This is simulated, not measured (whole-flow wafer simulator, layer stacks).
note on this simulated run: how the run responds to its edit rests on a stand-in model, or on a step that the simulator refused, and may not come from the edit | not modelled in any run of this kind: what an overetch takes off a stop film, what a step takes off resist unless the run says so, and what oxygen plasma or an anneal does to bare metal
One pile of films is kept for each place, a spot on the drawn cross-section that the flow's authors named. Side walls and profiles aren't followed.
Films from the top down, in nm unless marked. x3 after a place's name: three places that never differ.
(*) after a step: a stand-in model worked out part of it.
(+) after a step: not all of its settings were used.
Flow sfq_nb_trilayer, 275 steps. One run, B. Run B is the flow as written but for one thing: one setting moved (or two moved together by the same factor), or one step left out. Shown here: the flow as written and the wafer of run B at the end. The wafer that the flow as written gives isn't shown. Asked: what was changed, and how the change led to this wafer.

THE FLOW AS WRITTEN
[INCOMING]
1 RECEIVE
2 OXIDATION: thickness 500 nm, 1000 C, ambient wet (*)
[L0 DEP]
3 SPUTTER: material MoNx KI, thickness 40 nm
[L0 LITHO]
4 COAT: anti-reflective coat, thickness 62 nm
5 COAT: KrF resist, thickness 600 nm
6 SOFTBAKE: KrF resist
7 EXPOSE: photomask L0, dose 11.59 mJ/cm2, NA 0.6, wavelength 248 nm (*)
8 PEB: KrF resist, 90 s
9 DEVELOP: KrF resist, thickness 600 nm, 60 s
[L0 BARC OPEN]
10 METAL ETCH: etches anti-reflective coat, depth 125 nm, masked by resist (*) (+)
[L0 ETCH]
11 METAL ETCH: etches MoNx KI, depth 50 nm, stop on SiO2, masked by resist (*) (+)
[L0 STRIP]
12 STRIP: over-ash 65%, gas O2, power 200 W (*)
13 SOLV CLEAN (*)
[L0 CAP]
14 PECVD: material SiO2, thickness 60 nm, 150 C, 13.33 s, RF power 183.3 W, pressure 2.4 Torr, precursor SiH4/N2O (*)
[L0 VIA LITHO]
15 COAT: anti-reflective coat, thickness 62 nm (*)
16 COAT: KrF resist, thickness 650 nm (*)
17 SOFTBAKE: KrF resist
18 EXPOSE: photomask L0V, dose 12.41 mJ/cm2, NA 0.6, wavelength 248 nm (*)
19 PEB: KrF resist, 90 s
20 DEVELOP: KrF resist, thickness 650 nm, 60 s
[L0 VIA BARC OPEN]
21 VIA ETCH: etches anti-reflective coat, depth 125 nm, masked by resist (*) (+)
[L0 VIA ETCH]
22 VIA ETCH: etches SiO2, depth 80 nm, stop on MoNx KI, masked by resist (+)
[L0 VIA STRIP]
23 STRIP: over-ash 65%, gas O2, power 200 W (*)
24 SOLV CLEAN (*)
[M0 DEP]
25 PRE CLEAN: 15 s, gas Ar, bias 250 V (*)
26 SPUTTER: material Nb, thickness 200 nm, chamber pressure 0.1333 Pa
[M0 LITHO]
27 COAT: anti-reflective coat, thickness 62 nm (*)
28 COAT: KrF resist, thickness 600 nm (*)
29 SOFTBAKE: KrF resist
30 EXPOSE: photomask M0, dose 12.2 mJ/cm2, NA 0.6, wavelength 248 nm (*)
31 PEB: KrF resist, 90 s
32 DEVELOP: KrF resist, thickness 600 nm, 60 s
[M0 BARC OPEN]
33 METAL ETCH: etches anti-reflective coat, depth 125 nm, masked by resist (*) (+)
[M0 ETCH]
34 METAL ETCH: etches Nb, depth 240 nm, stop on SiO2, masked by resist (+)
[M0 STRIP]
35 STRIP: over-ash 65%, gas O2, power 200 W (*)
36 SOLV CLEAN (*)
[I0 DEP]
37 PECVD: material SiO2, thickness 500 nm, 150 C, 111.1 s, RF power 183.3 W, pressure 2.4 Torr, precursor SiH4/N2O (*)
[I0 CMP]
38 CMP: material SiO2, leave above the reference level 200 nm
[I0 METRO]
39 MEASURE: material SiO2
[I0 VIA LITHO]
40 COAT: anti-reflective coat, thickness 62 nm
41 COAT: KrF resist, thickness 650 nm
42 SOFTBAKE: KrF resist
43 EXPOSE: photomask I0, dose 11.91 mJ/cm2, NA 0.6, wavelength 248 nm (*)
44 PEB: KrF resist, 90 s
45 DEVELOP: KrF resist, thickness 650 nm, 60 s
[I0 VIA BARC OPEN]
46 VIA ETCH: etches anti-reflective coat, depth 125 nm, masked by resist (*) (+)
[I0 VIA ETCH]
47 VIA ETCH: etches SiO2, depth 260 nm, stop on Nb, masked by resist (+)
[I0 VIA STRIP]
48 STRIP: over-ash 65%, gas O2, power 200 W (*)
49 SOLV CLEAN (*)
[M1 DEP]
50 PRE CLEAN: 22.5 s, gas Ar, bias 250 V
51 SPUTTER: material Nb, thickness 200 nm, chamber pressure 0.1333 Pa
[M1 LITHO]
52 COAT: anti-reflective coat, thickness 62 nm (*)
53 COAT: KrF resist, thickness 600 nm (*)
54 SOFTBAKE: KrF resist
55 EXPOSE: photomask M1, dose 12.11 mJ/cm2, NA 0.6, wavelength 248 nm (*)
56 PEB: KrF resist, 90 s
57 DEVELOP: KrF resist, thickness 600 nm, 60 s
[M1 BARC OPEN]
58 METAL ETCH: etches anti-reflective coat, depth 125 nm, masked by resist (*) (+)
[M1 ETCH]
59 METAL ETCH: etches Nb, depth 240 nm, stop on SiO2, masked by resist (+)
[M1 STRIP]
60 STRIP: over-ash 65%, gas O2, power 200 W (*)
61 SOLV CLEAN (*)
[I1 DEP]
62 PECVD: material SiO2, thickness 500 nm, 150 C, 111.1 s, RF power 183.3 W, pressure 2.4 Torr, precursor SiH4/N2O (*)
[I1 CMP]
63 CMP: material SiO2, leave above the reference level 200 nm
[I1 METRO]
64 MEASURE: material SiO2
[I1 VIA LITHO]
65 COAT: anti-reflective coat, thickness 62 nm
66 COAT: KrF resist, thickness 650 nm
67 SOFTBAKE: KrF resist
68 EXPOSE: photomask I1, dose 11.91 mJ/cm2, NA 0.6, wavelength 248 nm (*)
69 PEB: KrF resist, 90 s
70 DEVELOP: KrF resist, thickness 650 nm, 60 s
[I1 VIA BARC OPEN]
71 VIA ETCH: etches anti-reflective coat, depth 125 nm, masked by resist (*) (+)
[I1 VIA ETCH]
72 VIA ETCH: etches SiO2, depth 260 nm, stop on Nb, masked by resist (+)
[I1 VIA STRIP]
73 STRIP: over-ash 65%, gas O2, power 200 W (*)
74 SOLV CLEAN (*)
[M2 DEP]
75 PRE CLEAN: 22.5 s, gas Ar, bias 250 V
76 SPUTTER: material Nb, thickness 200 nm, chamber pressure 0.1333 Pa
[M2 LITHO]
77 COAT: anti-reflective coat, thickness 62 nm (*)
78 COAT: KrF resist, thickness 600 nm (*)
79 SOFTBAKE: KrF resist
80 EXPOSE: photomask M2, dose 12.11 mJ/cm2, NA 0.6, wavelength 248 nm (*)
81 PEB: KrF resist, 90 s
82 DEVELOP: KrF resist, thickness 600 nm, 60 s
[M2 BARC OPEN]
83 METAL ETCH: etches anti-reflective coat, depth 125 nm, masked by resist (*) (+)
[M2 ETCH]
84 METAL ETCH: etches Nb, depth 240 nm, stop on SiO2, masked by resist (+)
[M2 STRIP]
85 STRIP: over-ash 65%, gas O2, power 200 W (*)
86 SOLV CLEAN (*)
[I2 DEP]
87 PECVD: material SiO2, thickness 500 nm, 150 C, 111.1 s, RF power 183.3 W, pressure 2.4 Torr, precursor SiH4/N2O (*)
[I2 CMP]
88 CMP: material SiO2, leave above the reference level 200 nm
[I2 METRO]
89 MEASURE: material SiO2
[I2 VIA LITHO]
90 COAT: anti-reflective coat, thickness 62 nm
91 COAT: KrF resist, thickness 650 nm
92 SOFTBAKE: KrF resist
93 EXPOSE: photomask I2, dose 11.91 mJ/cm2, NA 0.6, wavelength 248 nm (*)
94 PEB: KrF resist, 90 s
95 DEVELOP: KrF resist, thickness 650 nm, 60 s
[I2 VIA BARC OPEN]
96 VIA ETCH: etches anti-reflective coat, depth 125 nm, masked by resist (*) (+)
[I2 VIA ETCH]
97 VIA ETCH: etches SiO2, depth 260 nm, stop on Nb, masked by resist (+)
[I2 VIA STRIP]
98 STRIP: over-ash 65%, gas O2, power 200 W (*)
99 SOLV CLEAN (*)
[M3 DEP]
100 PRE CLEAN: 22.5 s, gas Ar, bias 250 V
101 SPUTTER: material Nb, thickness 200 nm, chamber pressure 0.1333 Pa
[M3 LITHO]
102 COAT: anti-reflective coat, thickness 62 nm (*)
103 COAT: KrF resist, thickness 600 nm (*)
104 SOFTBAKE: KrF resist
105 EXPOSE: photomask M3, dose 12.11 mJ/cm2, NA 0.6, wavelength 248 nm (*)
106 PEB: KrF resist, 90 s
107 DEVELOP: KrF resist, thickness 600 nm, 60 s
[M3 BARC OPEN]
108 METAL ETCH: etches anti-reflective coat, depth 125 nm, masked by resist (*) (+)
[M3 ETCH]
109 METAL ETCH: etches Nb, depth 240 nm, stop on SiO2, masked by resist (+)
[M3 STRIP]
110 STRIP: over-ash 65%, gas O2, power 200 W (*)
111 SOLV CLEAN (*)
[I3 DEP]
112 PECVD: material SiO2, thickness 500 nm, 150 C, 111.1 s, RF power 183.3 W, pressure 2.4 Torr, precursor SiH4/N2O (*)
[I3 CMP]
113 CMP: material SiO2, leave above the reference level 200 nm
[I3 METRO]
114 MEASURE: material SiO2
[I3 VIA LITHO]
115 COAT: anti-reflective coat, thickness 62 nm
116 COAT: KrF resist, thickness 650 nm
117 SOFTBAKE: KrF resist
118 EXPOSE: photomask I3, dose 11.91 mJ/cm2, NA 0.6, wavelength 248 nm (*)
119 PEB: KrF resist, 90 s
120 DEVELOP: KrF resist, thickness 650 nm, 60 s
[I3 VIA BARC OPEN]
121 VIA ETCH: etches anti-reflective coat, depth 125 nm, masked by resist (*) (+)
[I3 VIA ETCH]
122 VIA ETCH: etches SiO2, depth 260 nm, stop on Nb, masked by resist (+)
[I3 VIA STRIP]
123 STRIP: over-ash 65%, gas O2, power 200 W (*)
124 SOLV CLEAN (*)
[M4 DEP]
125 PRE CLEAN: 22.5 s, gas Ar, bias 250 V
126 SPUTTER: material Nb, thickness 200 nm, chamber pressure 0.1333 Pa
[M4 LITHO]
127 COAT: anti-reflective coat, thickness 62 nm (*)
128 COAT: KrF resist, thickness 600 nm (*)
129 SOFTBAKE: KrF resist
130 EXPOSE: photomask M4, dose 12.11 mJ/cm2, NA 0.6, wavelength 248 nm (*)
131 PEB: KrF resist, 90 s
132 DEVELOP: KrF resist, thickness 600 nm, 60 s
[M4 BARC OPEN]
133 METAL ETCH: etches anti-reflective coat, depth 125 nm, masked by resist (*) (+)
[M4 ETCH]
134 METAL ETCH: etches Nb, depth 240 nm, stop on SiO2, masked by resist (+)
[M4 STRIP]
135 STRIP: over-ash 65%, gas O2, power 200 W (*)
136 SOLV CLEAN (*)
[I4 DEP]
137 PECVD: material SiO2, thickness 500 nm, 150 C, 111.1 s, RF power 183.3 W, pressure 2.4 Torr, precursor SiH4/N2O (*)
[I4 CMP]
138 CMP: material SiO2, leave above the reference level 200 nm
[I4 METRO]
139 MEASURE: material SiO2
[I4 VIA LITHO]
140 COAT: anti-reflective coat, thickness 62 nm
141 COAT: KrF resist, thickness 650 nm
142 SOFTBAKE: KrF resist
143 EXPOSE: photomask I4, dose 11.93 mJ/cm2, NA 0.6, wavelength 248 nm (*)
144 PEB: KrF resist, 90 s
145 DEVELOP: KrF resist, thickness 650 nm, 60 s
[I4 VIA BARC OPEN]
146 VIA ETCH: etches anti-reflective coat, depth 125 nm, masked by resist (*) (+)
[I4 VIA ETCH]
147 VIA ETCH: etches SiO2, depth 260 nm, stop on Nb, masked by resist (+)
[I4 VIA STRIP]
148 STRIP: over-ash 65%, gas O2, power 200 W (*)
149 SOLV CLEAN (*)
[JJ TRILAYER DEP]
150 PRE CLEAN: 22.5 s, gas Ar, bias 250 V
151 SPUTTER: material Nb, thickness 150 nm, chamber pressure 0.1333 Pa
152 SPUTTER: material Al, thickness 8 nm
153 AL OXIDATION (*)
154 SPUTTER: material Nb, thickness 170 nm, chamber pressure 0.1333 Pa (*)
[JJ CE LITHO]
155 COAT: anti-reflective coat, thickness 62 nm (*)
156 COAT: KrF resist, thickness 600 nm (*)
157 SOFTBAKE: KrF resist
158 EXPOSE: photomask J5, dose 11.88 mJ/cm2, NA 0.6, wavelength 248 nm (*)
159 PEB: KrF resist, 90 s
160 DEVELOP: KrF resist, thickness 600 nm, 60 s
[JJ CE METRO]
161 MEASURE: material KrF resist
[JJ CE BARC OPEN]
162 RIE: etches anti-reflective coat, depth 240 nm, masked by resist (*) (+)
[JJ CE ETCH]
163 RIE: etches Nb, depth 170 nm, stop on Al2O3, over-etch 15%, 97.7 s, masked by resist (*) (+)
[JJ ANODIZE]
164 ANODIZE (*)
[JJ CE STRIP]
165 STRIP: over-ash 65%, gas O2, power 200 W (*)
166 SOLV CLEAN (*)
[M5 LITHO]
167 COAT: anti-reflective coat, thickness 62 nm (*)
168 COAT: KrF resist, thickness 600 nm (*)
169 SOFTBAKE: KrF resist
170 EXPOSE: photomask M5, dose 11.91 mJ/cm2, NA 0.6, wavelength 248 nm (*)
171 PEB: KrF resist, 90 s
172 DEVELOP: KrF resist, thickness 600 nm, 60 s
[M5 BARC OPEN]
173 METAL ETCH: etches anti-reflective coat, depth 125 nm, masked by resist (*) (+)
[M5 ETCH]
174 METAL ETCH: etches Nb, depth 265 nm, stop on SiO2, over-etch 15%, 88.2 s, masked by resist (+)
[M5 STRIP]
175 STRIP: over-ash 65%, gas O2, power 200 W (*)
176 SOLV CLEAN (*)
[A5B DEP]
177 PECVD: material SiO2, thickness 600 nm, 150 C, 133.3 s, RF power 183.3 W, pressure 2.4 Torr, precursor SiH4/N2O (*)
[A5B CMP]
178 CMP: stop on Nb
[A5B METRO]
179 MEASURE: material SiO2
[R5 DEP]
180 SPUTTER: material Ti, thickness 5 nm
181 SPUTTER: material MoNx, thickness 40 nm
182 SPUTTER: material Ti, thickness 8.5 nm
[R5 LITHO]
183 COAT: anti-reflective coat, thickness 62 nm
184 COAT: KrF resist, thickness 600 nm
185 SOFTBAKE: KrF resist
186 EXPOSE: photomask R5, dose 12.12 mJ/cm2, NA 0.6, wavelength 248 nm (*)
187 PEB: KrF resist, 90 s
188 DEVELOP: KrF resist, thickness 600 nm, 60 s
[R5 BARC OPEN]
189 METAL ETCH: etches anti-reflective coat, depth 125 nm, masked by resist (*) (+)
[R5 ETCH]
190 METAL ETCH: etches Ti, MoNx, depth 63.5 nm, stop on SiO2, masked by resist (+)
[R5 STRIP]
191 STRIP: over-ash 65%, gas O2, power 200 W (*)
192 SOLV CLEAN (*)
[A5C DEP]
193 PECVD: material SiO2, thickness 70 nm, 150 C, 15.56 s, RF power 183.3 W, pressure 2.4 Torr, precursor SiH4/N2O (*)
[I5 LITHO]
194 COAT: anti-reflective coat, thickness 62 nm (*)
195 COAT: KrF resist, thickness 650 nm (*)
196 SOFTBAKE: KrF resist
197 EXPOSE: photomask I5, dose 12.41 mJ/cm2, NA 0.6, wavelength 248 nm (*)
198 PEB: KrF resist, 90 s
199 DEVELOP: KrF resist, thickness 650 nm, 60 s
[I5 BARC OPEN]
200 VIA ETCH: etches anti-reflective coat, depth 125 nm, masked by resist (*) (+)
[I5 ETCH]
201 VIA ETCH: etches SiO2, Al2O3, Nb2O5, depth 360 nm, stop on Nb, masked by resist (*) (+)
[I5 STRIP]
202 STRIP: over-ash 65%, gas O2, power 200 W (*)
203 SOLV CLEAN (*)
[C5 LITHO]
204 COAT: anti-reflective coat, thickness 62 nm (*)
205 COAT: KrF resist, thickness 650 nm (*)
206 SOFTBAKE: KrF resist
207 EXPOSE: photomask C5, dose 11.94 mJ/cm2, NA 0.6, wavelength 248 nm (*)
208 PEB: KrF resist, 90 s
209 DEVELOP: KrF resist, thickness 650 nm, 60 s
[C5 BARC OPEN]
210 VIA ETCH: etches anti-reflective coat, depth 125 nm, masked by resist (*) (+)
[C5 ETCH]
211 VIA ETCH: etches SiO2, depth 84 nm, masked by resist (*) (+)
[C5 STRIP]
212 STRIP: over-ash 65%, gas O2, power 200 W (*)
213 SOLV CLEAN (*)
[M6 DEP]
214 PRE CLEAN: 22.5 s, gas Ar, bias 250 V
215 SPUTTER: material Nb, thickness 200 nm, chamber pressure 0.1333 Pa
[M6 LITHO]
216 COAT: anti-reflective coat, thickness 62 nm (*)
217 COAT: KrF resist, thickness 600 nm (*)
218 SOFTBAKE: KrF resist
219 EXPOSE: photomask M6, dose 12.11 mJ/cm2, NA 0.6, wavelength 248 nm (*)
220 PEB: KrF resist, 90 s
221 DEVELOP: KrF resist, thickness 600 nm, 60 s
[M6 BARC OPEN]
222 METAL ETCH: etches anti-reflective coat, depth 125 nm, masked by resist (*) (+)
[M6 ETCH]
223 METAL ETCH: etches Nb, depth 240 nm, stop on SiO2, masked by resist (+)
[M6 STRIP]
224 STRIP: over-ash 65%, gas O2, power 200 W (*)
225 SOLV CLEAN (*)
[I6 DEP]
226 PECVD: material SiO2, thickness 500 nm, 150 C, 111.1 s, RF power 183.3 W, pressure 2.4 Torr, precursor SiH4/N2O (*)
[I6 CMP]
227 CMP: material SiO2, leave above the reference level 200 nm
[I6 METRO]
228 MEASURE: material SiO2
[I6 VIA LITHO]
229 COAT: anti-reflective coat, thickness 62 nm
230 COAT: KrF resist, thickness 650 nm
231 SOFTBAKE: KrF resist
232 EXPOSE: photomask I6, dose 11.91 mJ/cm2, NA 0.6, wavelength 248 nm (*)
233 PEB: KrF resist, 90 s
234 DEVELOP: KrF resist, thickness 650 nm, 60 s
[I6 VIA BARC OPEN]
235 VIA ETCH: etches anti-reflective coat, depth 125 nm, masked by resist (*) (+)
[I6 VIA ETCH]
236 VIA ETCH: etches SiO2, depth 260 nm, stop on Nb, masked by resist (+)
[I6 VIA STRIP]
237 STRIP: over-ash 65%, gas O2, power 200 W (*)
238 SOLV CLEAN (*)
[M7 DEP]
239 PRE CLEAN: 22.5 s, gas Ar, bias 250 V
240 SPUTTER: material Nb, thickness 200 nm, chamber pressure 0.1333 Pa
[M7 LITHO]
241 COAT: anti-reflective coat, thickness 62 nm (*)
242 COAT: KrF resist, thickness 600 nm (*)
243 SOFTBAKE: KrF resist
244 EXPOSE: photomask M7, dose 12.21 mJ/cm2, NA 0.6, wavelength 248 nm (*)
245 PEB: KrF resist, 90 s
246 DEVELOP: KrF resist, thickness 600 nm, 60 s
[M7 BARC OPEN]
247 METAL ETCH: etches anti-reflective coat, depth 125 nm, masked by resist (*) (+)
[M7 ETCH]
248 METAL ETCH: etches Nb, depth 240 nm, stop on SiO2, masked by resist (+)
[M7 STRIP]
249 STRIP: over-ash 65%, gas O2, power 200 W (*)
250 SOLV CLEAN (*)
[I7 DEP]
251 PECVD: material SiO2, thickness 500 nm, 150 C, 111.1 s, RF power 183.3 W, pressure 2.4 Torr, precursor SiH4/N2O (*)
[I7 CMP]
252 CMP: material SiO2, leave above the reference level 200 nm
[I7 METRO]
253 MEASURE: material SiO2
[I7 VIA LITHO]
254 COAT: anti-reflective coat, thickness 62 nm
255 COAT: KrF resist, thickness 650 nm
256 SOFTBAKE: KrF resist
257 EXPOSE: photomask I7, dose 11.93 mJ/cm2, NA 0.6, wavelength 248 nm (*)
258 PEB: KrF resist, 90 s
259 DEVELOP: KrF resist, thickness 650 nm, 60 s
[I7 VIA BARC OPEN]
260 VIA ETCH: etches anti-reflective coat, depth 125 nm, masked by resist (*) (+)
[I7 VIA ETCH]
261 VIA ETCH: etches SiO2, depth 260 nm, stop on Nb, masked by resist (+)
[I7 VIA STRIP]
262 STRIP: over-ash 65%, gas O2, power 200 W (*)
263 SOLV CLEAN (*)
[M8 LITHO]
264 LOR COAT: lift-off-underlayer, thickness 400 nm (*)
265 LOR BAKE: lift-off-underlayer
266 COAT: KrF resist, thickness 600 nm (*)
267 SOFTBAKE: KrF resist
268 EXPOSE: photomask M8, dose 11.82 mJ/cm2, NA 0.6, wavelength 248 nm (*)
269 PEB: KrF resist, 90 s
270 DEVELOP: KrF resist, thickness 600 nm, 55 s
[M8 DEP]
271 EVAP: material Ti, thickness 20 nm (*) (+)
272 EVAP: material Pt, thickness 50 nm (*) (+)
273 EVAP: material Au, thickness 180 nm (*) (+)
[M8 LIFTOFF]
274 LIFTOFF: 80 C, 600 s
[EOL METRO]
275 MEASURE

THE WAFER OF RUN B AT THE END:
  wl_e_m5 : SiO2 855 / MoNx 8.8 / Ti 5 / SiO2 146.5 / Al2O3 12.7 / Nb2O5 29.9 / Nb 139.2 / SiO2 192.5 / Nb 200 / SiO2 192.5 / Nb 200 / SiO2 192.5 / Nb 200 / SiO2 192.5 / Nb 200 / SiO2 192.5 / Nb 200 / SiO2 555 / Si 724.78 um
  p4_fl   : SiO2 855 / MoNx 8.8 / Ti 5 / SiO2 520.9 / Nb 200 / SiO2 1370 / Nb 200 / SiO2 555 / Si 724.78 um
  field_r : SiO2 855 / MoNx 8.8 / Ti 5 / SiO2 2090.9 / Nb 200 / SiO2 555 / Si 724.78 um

The cause: step 190, METAL ETCH: depth 39.7 nm was run, where the flow has depth 63.5 nm.

How the change led to this, step by step:
  190 METAL ETCH: etches Ti, MoNx, depth 63.5 nm, stop on SiO2, masked by resist (+)
      field_l, v_sur, via_wl and 92 more: Ti -8.5 (all of it), MoNx -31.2 (as written it would be: Ti -8.5 (all of it), MoNx -40 (all of it), Ti -5 (all of it))
      ce_l, c5j, ce_r, wl_jj: Ti -8.5 (all of it), MoNx -31.2 (as written it would be: Ti -8.5 (all of it), MoNx -40 (all of it), Ti -5 (all of it), Nb -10)
      (and at 7 more places)
  193 PECVD: material SiO2, thickness 70 nm, 150 C, 15.56 s, RF power 183.3 W, pressure 2.4 Torr, precursor SiH4/N2O (*)
      field_l, v_sur, via_wl and 92 more: SiO2 +70 (new film) (as written it would be: SiO2 +70)
  194 COAT: anti-reflective coat, thickness 62 nm (*)
      wl_j_sl, wl_j_sr: anti-reflective coat +62 (new film) (as written it would be: anti-reflective coat +60.2 (new film))
      r5r_spacepad_l, r5r_spacepad_r: anti-reflective coat +78.4 (new film) (as written it would be: anti-reflective coat +84.4 (new film))
      (and at 13 more places)
  201 VIA ETCH: etches SiO2, Al2O3, Nb2O5, depth 360 nm, stop on Nb, masked by resist (*) (+)
      be: SiO2 -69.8 (all of it), MoNx -8.8 (all of it), Ti -5 (all of it), SiO2 -146.5 (all of it), Al2O3 -12.7 (all of it), Nb2O5 -29.9 (all of it) (as written it would be: SiO2 -216.4 (all of it), Al2O3 -12.7 (all of it), Nb2O5 -29.9 (all of it))
  202 STRIP: over-ash 65%, gas O2, power 200 W (*)
      wl_j_sl, wl_j_sr: KrF resist -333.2 (all of it), anti-reflective coat -62 (all of it) (as written it would be: KrF resist -333.3 (all of it), anti-reflective coat -60.2 (all of it))
      r5r_spacepad_l, r5r_spacepad_r: KrF resist -335 (all of it), anti-reflective coat -78.4 (all of it) (as written it would be: KrF resist -335.6 (all of it), anti-reflective coat -84.4 (all of it))
      (and at 13 more places)
  204 COAT: anti-reflective coat, thickness 62 nm (*)
      wl_j_sl, wl_j_sr: anti-reflective coat +62 (new film) (as written it would be: anti-reflective coat +60.2 (new film))
      r5r_spacepad_l, r5r_spacepad_r: anti-reflective coat +78.4 (new film) (as written it would be: anti-reflective coat +84.4 (new film))
      (and at 13 more places)
  210 VIA ETCH: etches anti-reflective coat, depth 125 nm, masked by resist (*) (+)
      c5j: anti-reflective coat -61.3 (all of it), SiO2 -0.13 (as written it would be: anti-reflective coat -63.9 (all of it), SiO2 -0.11)
      res: anti-reflective coat -58 (all of it), SiO2 -0.14 (as written it would be: anti-reflective coat -56.8 (all of it), SiO2 -0.14)
  211 VIA ETCH: etches SiO2, depth 84 nm, masked by resist (*) (+)
      c5j: SiO2 -69.9 (all of it) (as written it would be: SiO2 -69.9 (all of it), Nb -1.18)
  212 STRIP: over-ash 65%, gas O2, power 200 W (*)
      wl_j_sl, wl_j_sr: KrF resist -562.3 (all of it), anti-reflective coat -62 (all of it) (as written it would be: KrF resist -563.4 (all of it), anti-reflective coat -60.2 (all of it))
      r5r_spacepad_l, r5r_spacepad_r: KrF resist -564.1 (all of it), anti-reflective coat -78.4 (all of it) (as written it would be: KrF resist -565.8 (all of it), anti-reflective coat -84.4 (all of it))
      (and at 11 more places)
  214 PRE CLEAN: 22.5 s, gas Ar, bias 250 V
      c5j: MoNx -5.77 (as written it would be: Nb -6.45)
  215 SPUTTER: material Nb, thickness 200 nm, chamber pressure 0.1333 Pa
      c5j: Nb +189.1 (new film) (as written it would be: Nb +188.4)
      be: Nb +144.3 (as written it would be: Nb +147.3)
  216 COAT: anti-reflective coat, thickness 62 nm (*)
      r5r_line_l, r5r_line_c, r5r_line_r: anti-reflective coat +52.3 (new film) (as written it would be: anti-reflective coat +50 (new film))
      wl_j_sl, wl_j_sr: anti-reflective coat +62 (new film) (as written it would be: anti-reflective coat +60.2 (new film))
      (and at 10 more places)
  222 METAL ETCH: etches anti-reflective coat, depth 125 nm, masked by resist (*) (+)
      r5r_line_l, r5r_line_c, r5r_line_r: anti-reflective coat -52.3 (all of it) (as written it would be: anti-reflective coat -50 (all of it))
      r5r_spacepad_l, r5r_spacepad_r: anti-reflective coat -79.1 (all of it) (as written it would be: anti-reflective coat -85.7 (all of it))
      (and at 1 more place)
  224 STRIP: over-ash 65%, gas O2, power 200 W (*)
      wl_j_sl, wl_j_sr: KrF resist -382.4 (all of it), anti-reflective coat -62 (all of it) (as written it would be: KrF resist -382.5 (all of it), anti-reflective coat -60.2 (all of it))
      be: KrF resist -587.6 (all of it), anti-reflective coat -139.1 (all of it) (as written it would be: KrF resist -575.8 (all of it), anti-reflective coat -136.7 (all of it))
      (and at 7 more places)
  226 PECVD: material SiO2, thickness 500 nm, 150 C, 111.1 s, RF power 183.3 W, pressure 2.4 Torr, precursor SiH4/N2O (*)
      r5r_spacepad_l, r5r_spacepad_r: SiO2 +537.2 (as written it would be: SiO2 +553.5)
      be: SiO2 +710.4 (new film) (as written it would be: SiO2 +693.5 (new film))
  227 CMP: material SiO2, leave above the reference level 200 nm
      ce_l, ce_r, wl_jj: SiO2 -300 (as written it would be: SiO2 -290)
      be_r, r_sur, r_end: SiO2 -339.7 (as written it would be: SiO2 -353.5)
      (and at 7 more places)
Counting metal films that touch as one body, wl_e_m5 has 7 bodies (between them, from the top down: SiO2 146.5 / Al2O3 12.7 / Nb2O5 29.9; SiO2 192.5; SiO2 192.5; SiO2 192.5; SiO2 192.5; SiO2 192.5); the flow as written gives 6 bodies (between them, from the top down: SiO2 192.5; SiO2 192.5; SiO2 192.5; SiO2 192.5; SiO2 192.5).
Counting metal films that touch as one body, p4_fl has 3 bodies (between them, from the top down: SiO2 520.9; SiO2 1370); the flow as written gives 2 bodies (between them, from the top down: SiO2 1370).
Counting metal films that touch as one body, field_r has 2 bodies (between them, from the top down: SiO2 2090.9); the flow as written gives 1 body.
